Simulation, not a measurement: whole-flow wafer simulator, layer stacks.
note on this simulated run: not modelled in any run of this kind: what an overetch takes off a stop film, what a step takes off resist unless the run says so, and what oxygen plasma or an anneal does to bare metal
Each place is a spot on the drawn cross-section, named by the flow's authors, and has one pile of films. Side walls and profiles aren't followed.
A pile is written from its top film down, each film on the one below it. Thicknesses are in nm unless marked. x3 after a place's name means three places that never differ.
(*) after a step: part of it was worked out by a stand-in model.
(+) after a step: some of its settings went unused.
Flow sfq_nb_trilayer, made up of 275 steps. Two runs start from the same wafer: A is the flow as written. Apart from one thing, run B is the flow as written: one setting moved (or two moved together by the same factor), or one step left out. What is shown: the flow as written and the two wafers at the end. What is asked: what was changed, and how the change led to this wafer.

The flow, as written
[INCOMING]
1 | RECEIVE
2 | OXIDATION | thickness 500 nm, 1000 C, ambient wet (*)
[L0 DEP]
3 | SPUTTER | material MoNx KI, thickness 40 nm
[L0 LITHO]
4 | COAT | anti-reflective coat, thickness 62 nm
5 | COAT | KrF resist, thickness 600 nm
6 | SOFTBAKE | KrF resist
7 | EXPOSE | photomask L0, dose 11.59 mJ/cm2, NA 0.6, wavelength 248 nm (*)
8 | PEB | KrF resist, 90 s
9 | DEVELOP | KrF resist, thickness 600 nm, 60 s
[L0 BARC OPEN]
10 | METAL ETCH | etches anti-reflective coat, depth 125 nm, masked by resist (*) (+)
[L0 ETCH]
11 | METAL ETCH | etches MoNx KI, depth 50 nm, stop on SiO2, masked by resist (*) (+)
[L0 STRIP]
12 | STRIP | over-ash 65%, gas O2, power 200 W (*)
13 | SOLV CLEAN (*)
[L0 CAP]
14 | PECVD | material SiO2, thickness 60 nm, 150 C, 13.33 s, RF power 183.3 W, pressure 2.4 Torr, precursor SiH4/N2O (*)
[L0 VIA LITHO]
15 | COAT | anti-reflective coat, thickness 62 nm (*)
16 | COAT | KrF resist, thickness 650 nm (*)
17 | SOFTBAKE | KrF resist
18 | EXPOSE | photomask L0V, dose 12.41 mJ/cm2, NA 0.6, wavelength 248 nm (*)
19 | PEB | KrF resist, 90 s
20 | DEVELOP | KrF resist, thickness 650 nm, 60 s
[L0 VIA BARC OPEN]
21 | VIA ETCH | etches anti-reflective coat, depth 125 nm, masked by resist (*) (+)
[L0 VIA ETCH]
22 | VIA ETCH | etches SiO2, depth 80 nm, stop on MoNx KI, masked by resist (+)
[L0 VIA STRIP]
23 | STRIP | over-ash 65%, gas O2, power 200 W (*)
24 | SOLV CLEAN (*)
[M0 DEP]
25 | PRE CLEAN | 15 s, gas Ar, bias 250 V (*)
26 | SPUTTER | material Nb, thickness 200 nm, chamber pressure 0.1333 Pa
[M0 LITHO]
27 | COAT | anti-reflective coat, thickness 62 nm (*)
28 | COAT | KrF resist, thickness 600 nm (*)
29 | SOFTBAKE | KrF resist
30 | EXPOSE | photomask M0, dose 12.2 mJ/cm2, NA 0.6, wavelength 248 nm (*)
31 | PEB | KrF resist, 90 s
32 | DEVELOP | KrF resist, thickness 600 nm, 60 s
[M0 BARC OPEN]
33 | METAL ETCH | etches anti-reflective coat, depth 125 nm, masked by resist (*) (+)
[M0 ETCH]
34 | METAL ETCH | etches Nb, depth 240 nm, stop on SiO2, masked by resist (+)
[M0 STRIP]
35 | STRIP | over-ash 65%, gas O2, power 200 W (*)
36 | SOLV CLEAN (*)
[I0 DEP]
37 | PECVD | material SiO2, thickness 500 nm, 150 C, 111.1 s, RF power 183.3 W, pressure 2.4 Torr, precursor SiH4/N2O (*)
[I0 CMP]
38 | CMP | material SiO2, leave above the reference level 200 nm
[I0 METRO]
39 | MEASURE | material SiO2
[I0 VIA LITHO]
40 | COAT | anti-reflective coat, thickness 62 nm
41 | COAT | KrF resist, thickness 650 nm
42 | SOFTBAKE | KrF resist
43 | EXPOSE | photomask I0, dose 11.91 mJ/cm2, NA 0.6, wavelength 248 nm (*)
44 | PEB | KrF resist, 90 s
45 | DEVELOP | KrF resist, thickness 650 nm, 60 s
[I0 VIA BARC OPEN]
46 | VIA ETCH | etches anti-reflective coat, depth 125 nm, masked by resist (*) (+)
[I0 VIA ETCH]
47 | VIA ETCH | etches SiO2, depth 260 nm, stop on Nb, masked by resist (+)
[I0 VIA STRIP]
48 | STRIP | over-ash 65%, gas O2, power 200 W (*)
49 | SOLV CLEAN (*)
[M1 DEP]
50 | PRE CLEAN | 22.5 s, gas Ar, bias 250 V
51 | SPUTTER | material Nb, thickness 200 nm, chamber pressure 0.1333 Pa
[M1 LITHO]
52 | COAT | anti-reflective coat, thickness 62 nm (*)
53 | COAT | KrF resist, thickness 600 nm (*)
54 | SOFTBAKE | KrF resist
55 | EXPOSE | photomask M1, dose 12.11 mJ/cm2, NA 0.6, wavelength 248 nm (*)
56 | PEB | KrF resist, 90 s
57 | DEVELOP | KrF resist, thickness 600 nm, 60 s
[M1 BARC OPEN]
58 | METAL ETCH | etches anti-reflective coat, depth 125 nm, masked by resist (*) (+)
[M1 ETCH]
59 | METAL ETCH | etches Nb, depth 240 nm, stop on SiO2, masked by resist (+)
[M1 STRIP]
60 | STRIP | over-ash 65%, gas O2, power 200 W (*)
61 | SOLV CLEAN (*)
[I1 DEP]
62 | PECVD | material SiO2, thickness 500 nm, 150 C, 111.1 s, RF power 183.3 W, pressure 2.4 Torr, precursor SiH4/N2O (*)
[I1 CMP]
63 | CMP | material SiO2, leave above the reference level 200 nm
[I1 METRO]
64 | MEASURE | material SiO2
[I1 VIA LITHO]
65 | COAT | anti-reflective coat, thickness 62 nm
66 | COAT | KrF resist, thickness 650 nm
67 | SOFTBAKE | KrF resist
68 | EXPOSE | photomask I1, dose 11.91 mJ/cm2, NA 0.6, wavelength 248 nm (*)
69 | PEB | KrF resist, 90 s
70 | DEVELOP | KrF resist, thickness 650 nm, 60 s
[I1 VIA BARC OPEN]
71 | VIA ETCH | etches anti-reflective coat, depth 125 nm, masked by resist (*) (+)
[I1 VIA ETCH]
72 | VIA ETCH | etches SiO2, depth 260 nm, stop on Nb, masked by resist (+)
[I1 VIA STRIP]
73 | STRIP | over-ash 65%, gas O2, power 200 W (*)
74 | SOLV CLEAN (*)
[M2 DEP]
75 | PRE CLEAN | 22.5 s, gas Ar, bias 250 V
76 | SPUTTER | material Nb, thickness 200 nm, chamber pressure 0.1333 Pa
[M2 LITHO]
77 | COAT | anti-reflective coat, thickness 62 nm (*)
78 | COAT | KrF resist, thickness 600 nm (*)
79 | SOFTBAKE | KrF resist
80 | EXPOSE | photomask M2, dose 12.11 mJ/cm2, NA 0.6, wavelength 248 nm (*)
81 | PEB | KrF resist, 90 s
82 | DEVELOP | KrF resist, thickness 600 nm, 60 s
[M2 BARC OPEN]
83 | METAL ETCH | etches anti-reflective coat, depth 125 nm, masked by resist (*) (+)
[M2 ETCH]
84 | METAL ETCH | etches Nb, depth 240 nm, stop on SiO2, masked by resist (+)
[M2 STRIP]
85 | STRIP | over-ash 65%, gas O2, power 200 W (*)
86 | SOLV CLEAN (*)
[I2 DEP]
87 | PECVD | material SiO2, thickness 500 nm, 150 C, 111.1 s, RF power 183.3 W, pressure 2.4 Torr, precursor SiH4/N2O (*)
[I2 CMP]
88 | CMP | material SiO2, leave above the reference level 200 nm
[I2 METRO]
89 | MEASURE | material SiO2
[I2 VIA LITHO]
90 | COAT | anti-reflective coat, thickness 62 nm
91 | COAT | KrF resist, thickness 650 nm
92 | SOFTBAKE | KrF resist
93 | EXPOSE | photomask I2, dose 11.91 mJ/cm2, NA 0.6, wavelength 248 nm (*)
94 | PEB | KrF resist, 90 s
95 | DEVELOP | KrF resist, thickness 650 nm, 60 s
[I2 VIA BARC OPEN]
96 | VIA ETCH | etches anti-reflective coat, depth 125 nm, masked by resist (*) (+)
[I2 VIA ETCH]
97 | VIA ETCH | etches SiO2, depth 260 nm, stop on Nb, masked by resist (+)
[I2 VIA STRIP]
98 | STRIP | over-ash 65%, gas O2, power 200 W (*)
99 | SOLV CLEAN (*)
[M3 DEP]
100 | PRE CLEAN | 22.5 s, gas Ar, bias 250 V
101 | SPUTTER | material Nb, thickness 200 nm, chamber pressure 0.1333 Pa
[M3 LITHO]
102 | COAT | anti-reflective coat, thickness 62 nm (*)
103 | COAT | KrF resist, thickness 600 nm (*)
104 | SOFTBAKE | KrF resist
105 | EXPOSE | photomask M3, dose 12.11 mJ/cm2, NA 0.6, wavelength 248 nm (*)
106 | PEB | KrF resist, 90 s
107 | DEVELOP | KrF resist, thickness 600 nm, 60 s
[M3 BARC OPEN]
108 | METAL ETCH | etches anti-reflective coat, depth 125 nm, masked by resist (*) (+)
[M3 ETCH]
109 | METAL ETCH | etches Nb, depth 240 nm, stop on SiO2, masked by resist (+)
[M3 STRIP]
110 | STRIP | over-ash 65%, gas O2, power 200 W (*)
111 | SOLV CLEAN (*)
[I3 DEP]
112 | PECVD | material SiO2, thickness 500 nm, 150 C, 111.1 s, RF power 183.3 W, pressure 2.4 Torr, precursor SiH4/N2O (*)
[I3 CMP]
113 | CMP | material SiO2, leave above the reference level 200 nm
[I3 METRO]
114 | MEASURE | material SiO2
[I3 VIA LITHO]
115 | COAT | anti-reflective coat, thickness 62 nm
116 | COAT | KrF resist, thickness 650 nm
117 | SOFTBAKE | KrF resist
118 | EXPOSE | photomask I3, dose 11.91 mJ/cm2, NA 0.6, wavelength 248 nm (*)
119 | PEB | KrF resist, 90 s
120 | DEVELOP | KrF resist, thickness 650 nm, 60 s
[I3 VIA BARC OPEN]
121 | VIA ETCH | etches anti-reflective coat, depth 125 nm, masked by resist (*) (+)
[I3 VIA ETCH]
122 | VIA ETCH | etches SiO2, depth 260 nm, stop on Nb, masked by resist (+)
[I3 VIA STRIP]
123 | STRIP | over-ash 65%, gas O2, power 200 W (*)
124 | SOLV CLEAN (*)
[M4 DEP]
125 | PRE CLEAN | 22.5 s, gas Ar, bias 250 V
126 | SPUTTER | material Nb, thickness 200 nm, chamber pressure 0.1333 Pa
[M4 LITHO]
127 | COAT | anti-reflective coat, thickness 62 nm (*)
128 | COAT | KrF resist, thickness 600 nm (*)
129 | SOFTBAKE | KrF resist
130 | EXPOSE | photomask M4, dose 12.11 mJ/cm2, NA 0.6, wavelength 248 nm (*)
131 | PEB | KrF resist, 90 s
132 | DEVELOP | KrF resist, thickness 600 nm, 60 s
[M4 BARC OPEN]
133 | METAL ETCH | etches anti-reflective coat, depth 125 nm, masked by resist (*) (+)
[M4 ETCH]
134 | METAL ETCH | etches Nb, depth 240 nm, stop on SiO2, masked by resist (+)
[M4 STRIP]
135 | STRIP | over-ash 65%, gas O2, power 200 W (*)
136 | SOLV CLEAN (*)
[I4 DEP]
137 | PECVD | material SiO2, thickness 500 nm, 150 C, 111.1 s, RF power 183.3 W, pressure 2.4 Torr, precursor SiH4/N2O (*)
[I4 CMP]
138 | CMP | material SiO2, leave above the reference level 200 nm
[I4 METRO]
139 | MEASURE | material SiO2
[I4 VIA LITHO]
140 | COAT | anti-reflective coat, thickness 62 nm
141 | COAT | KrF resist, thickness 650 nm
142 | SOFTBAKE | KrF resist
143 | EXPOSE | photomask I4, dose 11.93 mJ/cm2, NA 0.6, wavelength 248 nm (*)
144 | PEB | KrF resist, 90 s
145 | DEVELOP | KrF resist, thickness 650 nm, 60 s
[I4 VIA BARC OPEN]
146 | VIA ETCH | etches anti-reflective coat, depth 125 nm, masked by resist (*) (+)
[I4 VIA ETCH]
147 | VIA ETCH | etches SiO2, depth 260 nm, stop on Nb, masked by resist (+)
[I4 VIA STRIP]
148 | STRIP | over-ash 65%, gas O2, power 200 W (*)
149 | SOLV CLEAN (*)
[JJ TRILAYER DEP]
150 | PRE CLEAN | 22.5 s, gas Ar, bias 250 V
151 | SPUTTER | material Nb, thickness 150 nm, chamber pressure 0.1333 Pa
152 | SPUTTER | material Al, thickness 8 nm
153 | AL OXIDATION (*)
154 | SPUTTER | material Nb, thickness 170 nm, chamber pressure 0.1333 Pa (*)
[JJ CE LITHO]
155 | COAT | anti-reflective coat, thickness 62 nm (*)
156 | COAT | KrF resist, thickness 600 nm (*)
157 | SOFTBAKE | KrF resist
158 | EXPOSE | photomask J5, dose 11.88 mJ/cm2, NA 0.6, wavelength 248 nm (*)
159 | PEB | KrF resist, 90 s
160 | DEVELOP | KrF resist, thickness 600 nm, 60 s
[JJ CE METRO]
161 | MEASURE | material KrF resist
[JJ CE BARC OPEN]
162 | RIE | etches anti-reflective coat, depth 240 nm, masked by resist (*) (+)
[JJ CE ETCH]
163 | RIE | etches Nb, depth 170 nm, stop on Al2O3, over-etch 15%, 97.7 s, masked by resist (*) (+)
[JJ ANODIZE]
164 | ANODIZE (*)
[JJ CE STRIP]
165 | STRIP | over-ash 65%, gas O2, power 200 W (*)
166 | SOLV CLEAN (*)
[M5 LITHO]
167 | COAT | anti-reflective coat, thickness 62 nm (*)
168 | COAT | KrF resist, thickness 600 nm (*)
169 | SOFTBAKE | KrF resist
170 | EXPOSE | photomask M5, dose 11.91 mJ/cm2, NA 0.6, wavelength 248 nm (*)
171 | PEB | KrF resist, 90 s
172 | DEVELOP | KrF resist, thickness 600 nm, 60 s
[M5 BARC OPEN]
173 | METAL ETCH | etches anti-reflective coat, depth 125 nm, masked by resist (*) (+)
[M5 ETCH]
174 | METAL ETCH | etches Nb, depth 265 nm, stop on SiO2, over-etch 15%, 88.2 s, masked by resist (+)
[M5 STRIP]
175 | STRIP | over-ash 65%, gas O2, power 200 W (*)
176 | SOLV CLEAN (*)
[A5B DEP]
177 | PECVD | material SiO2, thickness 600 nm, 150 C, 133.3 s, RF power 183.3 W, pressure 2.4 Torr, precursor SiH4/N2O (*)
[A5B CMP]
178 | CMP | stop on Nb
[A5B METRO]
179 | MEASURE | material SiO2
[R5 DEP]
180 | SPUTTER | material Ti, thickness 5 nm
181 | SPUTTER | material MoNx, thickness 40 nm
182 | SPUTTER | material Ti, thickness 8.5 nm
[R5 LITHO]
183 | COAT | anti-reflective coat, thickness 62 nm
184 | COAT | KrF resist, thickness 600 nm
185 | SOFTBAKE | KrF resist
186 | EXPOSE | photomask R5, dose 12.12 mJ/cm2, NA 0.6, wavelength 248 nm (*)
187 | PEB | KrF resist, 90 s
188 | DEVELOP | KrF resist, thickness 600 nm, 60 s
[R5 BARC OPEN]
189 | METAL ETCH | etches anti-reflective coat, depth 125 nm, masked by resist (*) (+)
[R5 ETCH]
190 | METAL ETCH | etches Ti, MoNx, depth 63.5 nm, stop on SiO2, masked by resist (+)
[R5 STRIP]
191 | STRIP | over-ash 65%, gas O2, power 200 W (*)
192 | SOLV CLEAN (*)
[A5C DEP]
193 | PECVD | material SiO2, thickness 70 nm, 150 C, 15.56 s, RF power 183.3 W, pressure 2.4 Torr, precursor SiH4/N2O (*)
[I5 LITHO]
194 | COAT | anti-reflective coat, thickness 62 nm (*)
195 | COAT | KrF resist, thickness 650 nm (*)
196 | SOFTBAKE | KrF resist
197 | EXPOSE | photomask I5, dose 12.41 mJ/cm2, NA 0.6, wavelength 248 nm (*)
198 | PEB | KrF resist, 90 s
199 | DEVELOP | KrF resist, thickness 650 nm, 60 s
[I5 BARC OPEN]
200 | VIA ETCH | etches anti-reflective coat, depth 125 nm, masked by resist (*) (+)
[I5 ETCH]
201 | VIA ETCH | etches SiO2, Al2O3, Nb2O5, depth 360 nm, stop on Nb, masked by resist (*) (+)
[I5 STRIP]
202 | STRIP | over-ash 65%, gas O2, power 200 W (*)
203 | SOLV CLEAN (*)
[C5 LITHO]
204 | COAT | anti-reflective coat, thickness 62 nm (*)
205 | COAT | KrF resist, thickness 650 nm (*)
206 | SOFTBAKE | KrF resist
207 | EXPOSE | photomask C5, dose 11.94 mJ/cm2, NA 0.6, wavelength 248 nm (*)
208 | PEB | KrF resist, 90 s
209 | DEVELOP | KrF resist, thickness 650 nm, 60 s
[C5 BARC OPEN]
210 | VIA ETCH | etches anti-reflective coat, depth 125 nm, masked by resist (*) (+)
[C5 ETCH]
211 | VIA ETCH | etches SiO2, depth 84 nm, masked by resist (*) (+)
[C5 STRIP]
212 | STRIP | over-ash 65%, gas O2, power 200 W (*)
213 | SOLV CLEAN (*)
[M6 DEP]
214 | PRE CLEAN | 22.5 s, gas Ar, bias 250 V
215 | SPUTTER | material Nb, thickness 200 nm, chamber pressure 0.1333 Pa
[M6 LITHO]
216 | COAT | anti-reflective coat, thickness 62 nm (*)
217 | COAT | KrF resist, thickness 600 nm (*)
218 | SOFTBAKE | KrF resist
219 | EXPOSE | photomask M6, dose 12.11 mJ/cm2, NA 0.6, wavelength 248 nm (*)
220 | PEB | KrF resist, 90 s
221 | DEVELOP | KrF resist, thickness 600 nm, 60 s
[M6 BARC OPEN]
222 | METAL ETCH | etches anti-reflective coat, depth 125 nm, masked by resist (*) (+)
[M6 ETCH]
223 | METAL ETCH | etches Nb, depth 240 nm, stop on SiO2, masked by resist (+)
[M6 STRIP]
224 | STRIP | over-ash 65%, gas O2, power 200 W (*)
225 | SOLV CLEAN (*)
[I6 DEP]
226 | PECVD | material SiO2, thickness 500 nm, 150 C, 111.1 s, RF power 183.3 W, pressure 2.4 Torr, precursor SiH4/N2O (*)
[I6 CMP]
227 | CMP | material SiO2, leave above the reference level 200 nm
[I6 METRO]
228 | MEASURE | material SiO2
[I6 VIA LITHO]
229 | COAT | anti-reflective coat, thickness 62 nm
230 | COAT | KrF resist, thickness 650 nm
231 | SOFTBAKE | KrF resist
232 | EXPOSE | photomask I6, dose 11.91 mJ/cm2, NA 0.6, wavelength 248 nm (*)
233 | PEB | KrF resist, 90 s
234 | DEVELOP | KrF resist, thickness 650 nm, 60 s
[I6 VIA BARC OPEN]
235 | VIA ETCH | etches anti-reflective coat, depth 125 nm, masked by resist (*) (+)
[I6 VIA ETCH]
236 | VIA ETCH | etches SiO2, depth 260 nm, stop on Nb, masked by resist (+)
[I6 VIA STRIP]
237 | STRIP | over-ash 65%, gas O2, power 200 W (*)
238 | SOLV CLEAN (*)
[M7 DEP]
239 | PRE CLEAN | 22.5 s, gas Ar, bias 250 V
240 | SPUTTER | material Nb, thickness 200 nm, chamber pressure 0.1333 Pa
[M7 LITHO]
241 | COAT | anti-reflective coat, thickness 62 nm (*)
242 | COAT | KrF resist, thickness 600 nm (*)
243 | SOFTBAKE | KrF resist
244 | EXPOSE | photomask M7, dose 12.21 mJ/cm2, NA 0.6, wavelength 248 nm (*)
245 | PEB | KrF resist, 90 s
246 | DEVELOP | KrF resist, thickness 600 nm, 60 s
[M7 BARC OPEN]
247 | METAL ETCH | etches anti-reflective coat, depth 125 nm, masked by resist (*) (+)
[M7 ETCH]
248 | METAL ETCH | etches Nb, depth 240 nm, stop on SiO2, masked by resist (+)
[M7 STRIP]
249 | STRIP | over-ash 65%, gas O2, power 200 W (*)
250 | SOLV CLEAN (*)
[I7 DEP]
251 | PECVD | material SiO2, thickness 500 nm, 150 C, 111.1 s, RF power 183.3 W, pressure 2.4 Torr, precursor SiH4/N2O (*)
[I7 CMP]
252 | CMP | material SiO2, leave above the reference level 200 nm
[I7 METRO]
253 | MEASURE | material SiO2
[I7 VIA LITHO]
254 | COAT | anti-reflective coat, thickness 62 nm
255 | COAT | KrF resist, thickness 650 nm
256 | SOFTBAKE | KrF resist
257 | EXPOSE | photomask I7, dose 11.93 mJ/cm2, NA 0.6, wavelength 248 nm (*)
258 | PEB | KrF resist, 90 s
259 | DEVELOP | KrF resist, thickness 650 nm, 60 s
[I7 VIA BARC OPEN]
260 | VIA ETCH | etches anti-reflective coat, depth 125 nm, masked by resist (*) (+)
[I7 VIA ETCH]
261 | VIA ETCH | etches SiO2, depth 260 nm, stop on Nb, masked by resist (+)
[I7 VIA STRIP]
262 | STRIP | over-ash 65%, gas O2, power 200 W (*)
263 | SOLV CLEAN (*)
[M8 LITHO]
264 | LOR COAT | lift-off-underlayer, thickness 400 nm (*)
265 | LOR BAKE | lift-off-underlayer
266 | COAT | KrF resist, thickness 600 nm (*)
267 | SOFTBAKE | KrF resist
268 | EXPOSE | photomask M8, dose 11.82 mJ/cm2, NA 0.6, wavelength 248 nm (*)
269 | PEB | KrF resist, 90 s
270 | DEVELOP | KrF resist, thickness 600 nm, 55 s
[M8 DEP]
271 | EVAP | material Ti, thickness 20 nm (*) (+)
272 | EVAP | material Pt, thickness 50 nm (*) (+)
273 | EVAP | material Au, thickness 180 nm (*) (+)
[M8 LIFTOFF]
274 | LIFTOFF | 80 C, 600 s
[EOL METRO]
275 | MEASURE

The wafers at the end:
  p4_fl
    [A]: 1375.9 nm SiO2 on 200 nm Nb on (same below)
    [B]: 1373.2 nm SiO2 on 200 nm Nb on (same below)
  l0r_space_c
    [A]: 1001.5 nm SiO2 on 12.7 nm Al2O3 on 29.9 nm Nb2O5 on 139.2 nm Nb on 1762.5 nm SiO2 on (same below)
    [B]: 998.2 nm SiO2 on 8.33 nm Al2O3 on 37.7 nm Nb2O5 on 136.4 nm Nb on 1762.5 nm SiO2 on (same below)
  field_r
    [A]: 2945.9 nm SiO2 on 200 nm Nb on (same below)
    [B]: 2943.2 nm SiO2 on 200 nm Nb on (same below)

What caused this: step 152, SPUTTER: thickness 5.36 nm was run, though the flow has thickness 8 nm.

The path from the change to this, step by step:
  152 | SPUTTER | material Al, thickness 8 nm
      field_l, v_sur, via_sp and 100 more: A +8 Al (new film) | B +5.36 Al (new film)
      via_wl, via_wr: A +5.14 Al (new film) | B +3.44 Al (new film)
      (as well as at 1 more place)
  164 | ANODIZE (*)
      field_l, v_sur, via_sp and 96 more: A +12.2 Al2O3, +29.9 Nb2O5 (new film), -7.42 Al (all of it), -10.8 Nb | B +7.89 Al2O3, +37.7 Nb2O5 (new film), -4.78 Al (all of it), -13.6 Nb
      via_wl, via_wr: A +7.52 Al2O3 (new film), +39.2 Nb2O5 (new film), -4.56 Al (all of it), -14.1 Nb | B +4.72 Al2O3 (new film), +44.2 Nb2O5 (new film), -2.86 Al (all of it), -15.9 Nb
      (as well as at 1 more place)
  167 | COAT | anti-reflective coat, thickness 62 nm (*)
      ce_r: A +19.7 anti-reflective coat (new film) | B +18.4 anti-reflective coat (new film)
  174 | METAL ETCH | etches Nb, depth 265 nm, stop on SiO2, over-etch 15%, 88.2 s, masked by resist (+)
      field_l, r_sur, res and 50 more: A -12.6 Al2O3 (all of it), -29.9 Nb2O5 (all of it), -139.2 Nb (all of it), -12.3 SiO2 | B -8.27 Al2O3 (all of it), -37.7 Nb2O5 (all of it), -136.4 Nb (all of it), -12.2 SiO2
  175 | STRIP | over-ash 65%, gas O2, power 200 W (*)
      ce_r: A -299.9 KrF resist (all of it), -19.7 anti-reflective coat (all of it) | B -303.4 KrF resist (all of it), -18.4 anti-reflective coat (all of it)
  201 | VIA ETCH | etches SiO2, Al2O3, Nb2O5, depth 360 nm, stop on Nb, masked by resist (*) (+)
      be: A -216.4 SiO2 (all of it), -12.7 Al2O3 (all of it), -29.9 Nb2O5 (all of it) | B -213.1 SiO2 (all of it), -8.33 Al2O3 (all of it), -37.7 Nb2O5 (all of it)
